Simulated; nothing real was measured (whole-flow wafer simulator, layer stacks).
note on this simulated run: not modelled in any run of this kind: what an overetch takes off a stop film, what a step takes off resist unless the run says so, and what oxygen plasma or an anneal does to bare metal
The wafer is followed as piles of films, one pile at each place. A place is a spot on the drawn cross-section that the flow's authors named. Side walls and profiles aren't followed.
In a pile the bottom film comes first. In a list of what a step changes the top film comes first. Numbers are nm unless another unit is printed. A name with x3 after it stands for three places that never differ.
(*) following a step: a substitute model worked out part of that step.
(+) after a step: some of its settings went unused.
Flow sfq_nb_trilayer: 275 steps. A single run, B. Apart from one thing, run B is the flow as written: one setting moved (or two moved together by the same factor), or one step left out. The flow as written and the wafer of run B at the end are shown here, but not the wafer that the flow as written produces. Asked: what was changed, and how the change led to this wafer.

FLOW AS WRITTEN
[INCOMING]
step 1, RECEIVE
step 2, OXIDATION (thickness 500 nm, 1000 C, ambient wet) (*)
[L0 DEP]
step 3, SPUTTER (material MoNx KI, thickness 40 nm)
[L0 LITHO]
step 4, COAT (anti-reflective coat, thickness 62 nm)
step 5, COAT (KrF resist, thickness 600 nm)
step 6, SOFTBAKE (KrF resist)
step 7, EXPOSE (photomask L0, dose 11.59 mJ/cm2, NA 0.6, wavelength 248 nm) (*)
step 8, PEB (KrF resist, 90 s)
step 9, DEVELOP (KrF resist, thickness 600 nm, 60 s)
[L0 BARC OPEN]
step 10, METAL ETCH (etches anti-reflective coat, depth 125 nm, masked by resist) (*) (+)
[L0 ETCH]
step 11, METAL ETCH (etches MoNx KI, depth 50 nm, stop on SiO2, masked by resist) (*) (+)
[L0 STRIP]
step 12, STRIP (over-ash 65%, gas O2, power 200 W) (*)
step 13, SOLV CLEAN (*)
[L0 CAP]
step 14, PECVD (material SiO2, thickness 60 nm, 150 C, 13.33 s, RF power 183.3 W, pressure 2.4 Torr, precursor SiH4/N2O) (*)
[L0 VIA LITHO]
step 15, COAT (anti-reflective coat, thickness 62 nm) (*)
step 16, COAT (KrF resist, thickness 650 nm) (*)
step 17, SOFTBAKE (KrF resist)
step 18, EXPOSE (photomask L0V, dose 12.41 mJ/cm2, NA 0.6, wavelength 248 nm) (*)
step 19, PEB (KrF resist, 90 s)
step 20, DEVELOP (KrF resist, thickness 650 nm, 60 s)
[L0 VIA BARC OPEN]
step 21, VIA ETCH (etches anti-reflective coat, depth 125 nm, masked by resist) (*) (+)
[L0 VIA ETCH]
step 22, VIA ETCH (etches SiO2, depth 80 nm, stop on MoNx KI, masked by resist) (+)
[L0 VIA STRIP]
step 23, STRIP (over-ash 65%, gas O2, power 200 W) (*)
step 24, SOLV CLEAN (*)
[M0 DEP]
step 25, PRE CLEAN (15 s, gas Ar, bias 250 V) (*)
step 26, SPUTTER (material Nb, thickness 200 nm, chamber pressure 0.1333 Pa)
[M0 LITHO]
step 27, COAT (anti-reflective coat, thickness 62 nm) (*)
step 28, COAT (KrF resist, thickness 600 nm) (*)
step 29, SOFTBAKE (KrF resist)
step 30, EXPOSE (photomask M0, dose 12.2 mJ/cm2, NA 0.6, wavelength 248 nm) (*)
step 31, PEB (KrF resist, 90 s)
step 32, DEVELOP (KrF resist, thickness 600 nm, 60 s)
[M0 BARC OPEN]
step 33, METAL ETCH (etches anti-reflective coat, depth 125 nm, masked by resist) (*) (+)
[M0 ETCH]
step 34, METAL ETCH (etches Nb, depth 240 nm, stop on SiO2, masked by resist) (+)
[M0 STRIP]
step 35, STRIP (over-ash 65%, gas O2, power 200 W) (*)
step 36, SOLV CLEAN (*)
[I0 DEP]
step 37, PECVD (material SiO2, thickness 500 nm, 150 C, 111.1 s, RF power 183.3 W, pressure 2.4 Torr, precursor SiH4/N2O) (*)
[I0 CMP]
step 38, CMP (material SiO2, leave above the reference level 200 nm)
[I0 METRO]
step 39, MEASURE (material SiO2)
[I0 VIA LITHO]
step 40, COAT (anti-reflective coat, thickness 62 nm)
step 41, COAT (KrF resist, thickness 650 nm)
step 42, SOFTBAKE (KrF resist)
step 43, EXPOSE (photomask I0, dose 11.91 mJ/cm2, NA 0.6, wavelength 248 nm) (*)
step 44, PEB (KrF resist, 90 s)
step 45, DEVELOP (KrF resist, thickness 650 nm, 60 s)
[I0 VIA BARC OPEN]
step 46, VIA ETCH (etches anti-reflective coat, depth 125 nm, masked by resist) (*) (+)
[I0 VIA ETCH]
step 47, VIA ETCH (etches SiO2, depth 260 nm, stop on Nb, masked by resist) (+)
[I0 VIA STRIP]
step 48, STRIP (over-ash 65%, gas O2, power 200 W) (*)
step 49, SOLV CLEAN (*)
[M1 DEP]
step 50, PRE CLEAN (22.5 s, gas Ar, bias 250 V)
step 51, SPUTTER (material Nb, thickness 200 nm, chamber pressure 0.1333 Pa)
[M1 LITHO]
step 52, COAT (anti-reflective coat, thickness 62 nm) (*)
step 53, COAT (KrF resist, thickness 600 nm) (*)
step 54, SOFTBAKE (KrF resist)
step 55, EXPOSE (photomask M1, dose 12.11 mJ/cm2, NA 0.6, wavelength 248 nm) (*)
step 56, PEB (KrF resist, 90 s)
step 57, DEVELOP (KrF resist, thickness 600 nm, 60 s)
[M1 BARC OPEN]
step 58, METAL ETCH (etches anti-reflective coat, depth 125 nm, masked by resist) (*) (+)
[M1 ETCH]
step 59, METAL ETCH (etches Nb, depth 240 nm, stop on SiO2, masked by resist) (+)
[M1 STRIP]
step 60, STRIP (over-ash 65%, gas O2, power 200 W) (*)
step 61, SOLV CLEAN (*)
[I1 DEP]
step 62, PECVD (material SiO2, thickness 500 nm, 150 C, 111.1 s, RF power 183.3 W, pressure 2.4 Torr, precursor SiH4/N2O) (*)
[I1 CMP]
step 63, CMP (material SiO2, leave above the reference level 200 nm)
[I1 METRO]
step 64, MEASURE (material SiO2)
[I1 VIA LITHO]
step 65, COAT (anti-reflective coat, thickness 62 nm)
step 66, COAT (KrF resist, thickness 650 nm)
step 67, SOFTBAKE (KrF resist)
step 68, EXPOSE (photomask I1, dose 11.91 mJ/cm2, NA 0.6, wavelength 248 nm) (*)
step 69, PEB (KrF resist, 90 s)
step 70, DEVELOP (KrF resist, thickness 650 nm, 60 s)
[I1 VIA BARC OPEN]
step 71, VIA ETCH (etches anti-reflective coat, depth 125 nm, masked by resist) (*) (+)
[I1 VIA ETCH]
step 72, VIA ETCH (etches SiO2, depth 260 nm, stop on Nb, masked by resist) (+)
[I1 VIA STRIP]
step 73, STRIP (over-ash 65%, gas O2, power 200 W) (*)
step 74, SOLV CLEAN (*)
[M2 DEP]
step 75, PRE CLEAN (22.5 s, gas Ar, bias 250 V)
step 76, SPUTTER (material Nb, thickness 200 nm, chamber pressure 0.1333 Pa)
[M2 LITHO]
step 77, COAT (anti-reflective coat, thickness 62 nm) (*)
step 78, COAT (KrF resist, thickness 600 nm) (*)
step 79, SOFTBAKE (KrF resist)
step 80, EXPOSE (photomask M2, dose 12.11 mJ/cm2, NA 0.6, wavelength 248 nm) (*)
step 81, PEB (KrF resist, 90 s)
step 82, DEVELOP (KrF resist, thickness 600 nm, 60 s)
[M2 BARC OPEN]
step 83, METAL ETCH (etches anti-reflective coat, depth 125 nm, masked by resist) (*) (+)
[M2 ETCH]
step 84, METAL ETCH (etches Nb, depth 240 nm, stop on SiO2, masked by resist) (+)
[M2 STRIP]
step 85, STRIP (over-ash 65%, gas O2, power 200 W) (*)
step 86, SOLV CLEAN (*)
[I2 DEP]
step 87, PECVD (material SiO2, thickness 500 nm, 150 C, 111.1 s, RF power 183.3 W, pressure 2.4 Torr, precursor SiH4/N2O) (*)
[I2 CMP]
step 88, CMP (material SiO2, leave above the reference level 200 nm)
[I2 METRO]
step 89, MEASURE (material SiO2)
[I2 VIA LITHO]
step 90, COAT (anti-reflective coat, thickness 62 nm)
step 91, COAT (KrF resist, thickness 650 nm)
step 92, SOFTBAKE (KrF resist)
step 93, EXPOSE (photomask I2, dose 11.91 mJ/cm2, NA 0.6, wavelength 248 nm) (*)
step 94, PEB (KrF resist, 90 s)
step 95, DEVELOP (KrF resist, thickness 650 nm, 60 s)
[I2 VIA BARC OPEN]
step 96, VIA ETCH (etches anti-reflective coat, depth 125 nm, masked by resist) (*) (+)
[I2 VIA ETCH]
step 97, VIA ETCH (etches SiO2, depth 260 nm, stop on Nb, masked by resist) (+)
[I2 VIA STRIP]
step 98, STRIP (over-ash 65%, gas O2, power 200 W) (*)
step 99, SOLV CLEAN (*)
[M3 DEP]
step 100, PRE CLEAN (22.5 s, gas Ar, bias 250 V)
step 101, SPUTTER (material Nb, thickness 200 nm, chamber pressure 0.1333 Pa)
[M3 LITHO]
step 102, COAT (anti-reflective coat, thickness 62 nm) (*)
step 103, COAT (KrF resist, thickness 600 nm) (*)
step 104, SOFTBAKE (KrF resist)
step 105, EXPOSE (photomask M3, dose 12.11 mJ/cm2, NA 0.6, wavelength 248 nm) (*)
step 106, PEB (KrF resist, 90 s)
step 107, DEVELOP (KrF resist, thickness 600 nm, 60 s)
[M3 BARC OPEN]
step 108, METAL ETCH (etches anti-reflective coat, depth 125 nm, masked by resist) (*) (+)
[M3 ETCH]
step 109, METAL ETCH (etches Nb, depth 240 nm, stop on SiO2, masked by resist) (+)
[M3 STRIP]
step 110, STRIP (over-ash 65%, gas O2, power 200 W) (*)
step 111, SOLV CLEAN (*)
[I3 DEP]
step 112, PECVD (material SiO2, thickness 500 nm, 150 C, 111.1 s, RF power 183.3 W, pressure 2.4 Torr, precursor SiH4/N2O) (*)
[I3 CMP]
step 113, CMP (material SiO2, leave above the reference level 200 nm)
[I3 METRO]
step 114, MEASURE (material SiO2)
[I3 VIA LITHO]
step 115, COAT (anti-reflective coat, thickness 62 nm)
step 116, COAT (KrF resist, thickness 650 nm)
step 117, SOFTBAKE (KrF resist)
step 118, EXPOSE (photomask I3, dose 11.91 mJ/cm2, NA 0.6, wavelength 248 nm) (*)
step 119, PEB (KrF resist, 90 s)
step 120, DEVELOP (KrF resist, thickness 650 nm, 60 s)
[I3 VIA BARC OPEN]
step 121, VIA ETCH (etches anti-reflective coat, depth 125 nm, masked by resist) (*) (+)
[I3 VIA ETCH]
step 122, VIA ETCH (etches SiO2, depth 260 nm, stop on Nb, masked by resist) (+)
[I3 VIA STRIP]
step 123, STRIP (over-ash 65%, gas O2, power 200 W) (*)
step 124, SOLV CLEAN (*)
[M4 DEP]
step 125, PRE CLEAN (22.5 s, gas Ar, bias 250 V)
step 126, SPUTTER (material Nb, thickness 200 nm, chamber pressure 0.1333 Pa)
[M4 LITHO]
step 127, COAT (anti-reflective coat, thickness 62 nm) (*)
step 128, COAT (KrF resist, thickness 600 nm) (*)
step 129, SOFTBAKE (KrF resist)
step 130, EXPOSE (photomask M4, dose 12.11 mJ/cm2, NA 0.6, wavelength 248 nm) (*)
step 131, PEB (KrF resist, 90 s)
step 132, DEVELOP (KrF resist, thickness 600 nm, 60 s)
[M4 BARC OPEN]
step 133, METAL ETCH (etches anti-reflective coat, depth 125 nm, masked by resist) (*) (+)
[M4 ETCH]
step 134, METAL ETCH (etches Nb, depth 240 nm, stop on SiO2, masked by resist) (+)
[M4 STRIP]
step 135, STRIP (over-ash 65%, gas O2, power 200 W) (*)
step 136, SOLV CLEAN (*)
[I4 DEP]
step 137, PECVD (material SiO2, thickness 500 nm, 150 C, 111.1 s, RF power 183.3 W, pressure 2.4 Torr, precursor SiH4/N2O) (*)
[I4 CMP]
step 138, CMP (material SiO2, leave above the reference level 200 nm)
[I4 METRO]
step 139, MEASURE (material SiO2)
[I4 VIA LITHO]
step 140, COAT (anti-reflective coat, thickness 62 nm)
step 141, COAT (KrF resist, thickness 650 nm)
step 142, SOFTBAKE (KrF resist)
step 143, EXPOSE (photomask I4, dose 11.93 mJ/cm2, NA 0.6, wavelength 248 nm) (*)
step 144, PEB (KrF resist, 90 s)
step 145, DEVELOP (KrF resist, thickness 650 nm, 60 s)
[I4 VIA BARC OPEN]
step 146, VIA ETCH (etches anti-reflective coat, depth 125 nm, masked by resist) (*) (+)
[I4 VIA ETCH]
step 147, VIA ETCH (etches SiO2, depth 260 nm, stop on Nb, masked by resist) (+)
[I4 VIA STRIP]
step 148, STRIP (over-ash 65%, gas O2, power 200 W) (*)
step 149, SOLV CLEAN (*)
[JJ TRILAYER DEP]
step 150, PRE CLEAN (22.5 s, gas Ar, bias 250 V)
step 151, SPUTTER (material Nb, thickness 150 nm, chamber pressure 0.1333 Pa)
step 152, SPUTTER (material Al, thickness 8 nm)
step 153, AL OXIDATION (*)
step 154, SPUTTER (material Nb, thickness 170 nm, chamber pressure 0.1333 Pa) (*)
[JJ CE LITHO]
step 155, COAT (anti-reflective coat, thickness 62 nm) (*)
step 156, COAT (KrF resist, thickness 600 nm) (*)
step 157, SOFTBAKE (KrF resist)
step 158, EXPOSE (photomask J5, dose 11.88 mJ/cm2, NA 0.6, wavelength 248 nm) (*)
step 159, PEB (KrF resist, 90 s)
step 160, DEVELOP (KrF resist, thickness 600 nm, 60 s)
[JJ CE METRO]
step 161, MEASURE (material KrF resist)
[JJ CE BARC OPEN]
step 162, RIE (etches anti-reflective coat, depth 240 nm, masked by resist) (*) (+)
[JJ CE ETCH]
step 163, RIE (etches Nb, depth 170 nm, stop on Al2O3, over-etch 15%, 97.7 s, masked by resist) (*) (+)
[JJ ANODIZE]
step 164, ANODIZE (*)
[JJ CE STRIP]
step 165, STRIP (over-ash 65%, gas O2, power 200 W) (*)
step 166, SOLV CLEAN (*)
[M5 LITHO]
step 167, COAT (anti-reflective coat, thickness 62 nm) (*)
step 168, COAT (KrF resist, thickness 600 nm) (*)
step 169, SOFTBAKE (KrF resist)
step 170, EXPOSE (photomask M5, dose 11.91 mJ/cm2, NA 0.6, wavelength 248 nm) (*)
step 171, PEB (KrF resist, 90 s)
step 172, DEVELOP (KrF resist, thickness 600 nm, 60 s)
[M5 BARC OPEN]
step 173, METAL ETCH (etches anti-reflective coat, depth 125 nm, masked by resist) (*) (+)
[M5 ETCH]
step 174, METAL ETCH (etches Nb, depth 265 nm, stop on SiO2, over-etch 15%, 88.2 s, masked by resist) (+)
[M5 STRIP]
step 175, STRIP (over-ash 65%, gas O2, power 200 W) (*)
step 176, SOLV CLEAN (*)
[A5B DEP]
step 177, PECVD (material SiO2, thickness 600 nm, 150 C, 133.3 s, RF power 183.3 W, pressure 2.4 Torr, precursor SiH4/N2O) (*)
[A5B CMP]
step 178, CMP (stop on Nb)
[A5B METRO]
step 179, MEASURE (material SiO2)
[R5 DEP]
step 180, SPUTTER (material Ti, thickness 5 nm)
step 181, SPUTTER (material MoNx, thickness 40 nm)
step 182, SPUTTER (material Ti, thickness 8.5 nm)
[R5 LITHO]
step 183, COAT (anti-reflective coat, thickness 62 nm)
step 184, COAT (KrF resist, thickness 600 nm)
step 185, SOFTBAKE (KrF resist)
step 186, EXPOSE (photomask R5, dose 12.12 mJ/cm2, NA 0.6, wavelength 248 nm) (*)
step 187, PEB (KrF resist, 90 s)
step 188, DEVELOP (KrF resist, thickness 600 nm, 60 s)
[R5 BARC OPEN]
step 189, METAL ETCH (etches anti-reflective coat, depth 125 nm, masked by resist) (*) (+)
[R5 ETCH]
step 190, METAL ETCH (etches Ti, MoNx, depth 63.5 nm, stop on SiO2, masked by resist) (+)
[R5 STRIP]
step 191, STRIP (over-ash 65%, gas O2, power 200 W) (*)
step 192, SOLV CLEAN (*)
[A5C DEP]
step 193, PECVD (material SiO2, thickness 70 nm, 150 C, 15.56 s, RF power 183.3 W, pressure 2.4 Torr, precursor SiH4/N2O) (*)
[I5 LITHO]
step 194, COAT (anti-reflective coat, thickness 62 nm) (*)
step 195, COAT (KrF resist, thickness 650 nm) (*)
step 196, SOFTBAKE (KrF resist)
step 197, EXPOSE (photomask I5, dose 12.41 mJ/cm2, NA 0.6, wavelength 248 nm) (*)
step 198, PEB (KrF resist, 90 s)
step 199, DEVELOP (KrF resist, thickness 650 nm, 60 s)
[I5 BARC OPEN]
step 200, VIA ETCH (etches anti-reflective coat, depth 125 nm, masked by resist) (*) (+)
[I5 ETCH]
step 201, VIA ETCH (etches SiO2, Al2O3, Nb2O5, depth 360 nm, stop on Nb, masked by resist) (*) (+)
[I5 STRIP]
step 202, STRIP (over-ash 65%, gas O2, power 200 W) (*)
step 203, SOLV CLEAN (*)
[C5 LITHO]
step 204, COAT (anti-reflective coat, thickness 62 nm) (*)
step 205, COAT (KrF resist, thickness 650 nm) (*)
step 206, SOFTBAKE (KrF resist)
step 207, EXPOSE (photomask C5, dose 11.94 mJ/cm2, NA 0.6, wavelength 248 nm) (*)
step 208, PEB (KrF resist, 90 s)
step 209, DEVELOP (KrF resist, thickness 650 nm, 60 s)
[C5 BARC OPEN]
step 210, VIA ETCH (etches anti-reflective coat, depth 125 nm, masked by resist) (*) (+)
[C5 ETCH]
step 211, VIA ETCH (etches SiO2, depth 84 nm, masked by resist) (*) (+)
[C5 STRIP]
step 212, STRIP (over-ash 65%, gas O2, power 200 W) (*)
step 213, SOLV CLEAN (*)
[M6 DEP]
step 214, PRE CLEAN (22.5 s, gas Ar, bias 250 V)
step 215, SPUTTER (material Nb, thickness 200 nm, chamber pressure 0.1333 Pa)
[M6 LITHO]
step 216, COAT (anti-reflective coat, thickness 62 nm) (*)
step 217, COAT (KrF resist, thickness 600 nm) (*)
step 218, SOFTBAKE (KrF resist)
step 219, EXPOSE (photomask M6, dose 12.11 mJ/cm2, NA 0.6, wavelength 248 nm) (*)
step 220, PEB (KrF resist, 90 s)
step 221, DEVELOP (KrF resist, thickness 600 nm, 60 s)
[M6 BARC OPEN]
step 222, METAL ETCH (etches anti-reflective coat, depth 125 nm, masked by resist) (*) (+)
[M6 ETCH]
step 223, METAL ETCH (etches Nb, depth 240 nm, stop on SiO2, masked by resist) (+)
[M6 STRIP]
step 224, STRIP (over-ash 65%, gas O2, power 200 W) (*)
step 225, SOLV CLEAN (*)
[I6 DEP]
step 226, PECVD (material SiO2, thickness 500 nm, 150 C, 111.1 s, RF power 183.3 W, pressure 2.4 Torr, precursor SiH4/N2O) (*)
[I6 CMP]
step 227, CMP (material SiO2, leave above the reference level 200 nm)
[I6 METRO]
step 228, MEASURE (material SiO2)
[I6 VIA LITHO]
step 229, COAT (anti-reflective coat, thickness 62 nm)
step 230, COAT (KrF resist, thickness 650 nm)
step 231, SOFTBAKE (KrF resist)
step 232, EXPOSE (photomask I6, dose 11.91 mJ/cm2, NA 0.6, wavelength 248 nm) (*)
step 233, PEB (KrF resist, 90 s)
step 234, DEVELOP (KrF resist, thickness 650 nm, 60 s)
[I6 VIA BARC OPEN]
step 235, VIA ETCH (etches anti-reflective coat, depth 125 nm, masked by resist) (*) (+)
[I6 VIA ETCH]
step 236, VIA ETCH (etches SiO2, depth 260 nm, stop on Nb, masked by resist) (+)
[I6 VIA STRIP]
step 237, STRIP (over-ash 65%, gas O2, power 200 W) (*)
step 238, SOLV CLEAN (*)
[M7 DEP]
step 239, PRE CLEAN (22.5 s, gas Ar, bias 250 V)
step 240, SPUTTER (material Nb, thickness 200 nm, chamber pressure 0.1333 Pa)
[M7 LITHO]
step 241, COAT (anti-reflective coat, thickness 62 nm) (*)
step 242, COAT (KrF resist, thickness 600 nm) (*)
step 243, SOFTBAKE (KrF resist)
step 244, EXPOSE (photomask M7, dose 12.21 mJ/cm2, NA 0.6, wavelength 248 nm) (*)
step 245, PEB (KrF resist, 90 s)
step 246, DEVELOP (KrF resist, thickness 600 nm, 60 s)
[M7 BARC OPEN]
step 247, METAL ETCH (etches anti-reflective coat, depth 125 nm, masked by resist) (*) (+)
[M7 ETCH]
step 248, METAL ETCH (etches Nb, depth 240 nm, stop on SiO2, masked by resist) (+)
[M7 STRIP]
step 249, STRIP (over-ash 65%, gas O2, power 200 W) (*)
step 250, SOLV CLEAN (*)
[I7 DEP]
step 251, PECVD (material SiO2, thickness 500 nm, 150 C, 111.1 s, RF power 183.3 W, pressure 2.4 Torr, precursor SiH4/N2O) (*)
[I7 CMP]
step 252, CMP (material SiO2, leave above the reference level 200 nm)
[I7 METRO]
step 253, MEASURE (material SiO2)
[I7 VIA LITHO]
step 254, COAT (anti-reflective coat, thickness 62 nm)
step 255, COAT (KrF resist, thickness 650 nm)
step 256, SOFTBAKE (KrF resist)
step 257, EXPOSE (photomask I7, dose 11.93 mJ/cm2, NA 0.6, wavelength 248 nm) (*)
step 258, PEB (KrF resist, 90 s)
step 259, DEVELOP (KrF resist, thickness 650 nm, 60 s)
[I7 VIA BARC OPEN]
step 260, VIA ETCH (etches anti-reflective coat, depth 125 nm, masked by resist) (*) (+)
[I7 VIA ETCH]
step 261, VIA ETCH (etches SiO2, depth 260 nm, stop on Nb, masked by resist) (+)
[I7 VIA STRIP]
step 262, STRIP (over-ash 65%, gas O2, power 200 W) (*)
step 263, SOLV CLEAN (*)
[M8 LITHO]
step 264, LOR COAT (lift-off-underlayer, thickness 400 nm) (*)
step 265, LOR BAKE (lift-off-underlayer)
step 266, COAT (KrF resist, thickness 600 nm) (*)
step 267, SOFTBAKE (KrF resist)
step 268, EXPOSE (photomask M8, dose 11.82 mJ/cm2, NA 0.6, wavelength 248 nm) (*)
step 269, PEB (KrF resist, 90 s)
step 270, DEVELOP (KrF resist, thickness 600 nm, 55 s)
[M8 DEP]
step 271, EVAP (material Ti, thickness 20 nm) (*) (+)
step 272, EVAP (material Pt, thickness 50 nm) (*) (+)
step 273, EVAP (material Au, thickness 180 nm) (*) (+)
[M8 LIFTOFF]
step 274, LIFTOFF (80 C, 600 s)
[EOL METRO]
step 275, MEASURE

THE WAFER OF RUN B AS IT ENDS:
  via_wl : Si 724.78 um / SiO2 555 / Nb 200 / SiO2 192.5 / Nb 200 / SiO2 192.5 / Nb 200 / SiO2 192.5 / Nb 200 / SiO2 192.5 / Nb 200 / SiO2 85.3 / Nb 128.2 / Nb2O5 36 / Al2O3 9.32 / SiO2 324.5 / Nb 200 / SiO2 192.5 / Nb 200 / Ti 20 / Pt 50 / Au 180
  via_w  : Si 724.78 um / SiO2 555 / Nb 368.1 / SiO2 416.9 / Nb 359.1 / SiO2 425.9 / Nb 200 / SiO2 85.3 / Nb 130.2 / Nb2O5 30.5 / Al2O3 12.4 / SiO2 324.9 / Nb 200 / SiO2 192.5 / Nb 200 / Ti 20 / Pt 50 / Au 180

Cause: step 147, VIA ETCH: depth 107 nm was run, though the flow has depth 260 nm.

The path from the change to this, step by step:
  step 147, VIA ETCH (etches SiO2, depth 260 nm, stop on Nb, masked by resist) (+)
      via_wl, via_w, via_wr: SiO2 loses 107 (in the flow as written it would be: SiO2 loses 199.8 (all of it))
      field_l, v_sur, via_sp and 100 more: KrF resist loses 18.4 (in the flow as written it would be: KrF resist loses 44.8)
  step 148, STRIP (over-ash 65%, gas O2, power 200 W) (*)
      field_l, v_sur, via_sp and 100 more: KrF resist loses 555 (all of it), anti-reflective coat loses 62 (all of it) (in the flow as written it would be: KrF resist loses 528.6 (all of it), anti-reflective coat loses 62 (all of it))
  step 150, PRE CLEAN (22.5 s, gas Ar, bias 250 V)
      via_wl, via_w, via_wr: SiO2 loses 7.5 (in the flow as written it would be: Nb loses 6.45)
  step 151, SPUTTER (material Nb, thickness 150 nm, chamber pressure 0.1333 Pa)
      via_wl, via_w, via_wr: Nb gains 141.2 (new film) (in the flow as written it would be: Nb gains 130.4)
  step 152, SPUTTER (material Al, thickness 8 nm)
      via_wl, via_wr: Al gains 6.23 (new film) (in the flow as written it would be: Al gains 5.14 (new film))
      via_w: Al gains 7.85 (new film) (in the flow as written it would be: Al gains 7.12 (new film))
  step 154, SPUTTER (material Nb, thickness 170 nm, chamber pressure 0.1333 Pa) (*)
      via_wl, via_wr: Nb gains 128 (new film) (in the flow as written it would be: Nb gains 140.7 (new film))
      via_w: Nb gains 167.4 (new film) (in the flow as written it would be: Nb gains 141 (new film))
  step 155, COAT (anti-reflective coat, thickness 62 nm) (*)
      via_wl, via_wr: anti-reflective coat gains 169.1 (new film) (in the flow as written it would be: anti-reflective coat gains 209.4 (new film))
      v_sur: anti-reflective coat gains 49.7 (new film) (in the flow as written it would be: anti-reflective coat gains 45.1 (new film))
      (and at 2 other places as well)
  step 156, COAT (KrF resist, thickness 600 nm) (*)
      via_wl: KrF resist gains 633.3 (new film) (in the flow as written it would be: KrF resist gains 663 (new film))
      via_w: KrF resist gains 669.4 (new film) (in the flow as written it would be: KrF resist gains 763.8 (new film))
      (and at 1 other place as well)
  step 160, DEVELOP (KrF resist, thickness 600 nm, 60 s)
      via_wl: KrF resist loses 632 (all of it) (in the flow as written it would be: KrF resist loses 661.6 (all of it))
      via_w: KrF resist loses 668 (all of it) (in the flow as written it would be: KrF resist loses 762.1 (all of it))
      (and at 1 other place as well)
  step 162, RIE (etches anti-reflective coat, depth 240 nm, masked by resist) (*) (+)
      ce_l, c5j, ce_r, wl_jj: KrF resist loses 169.1 (in the flow as written it would be: KrF resist loses 209.4)
      via_wl, via_wr: anti-reflective coat loses 169.1 (all of it) (in the flow as written it would be: anti-reflective coat loses 209.4 (all of it))
      (and at 3 other places as well)
  step 163, RIE (etches Nb, depth 170 nm, stop on Al2O3, over-etch 15%, 97.7 s, masked by resist) (*) (+)
      via_w: Nb loses 167.4 (all of it), Al2O3 loses 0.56 (in the flow as written it would be: Nb loses 141 (all of it), Al2O3 loses 0.96 (all of it))
      via_wl, via_wr: Nb loses 128 (all of it), Al2O3 loses 0.96 (all of it) (in the flow as written it would be: Nb loses 140.7 (all of it), Al2O3 loses 0.96 (all of it))
  step 164, ANODIZE (*)
      via_w: Al2O3 gains 12, Nb2O5 gains 30.5 (new film), Al loses 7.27 (all of it), Nb loses 11 (in the flow as written it would be: Al2O3 gains 10.8 (new film), Nb2O5 gains 33.3 (new film), Al loses 6.54 (all of it), Nb loses 12)
      via_wl, via_wr: Al2O3 gains 9.32 (new film), Nb2O5 gains 36 (new film), Al loses 5.65 (all of it), Nb loses 12.9 (in the flow as written it would be: Al2O3 gains 7.52 (new film), Nb2O5 gains 39.2 (new film), Al loses 4.56 (all of it), Nb loses 14.1)
  step 165, STRIP (over-ash 65%, gas O2, power 200 W) (*)
      ce_l: KrF resist loses 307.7 (all of it), anti-reflective coat loses 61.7 (all of it) (in the flow as written it would be: KrF resist loses 266.8 (all of it), anti-reflective coat loses 61.4 (all of it))
      c5j: KrF resist loses 307.8 (all of it), anti-reflective coat loses 61.7 (all of it) (in the flow as written it would be: KrF resist loses 266.9 (all of it), anti-reflective coat loses 61.5 (all of it))
      (and at 2 other places as well)
  step 167, COAT (anti-reflective coat, thickness 62 nm) (*)
      v_sur: anti-reflective coat gains 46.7 (new film) (in the flow as written it would be: anti-reflective coat gains 44.9 (new film))
      via_wl: anti-reflective coat gains 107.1 (new film) (in the flow as written it would be: anti-reflective coat gains 170.5 (new film))
      (and at 3 other places as well)
  step 168, COAT (KrF resist, thickness 600 nm) (*)
      v_sur: KrF resist gains 593 (new film) (in the flow as written it would be: KrF resist gains 577.9 (new film))
      via_wl: KrF resist gains 640.5 (new film) (in the flow as written it would be: KrF resist gains 656 (new film))
      (and at 2 other places as well)
  step 175, STRIP (over-ash 65%, gas O2, power 200 W) (*)
      v_sur: KrF resist loses 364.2 (all of it), anti-reflective coat loses 46.7 (all of it) (in the flow as written it would be: KrF resist loses 349.2 (all of it), anti-reflective coat loses 44.9 (all of it))
      via_wl: KrF resist loses 411.6 (all of it), anti-reflective coat loses 107.1 (all of it) (in the flow as written it would be: KrF resist loses 427 (all of it), anti-reflective coat loses 170.5 (all of it))
      (and at 3 other places as well)
  step 178, CMP (stop on Nb)
      via_wl, via_wr: SiO2 loses 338 (in the flow as written it would be: SiO2 loses 235.7)
      via_w: SiO2 loses 337.6 (in the flow as written it would be: SiO2 loses 235.2)
With metal films that touch counted as one body, via_wl has 8 bodies (between them, from the top down: SiO2 192.5; SiO2 324.5 / Al2O3 9.32 / Nb2O5 36; SiO2 85.3; SiO2 192.5; SiO2 192.5; SiO2 192.5; SiO2 192.5); the flow as written gives 7 bodies (between them, from the top down: SiO2 192.5; SiO2 426.8 / Al2O3 7.52 / Nb2O5 39.2; SiO2 192.5; SiO2 192.5; SiO2 192.5; SiO2 192.5).
With metal films that touch counted as one body, via_w has 6 bodies (between them, from the top down: SiO2 192.5; SiO2 324.9 / Al2O3 12.4 / Nb2O5 30.5; SiO2 85.3; SiO2 425.9; SiO2 416.9); the flow as written gives 5 bodies (between them, from the top down: SiO2 192.5; SiO2 427.3 / Al2O3 10.8 / Nb2O5 33.3; SiO2 425.9; SiO2 416.9).
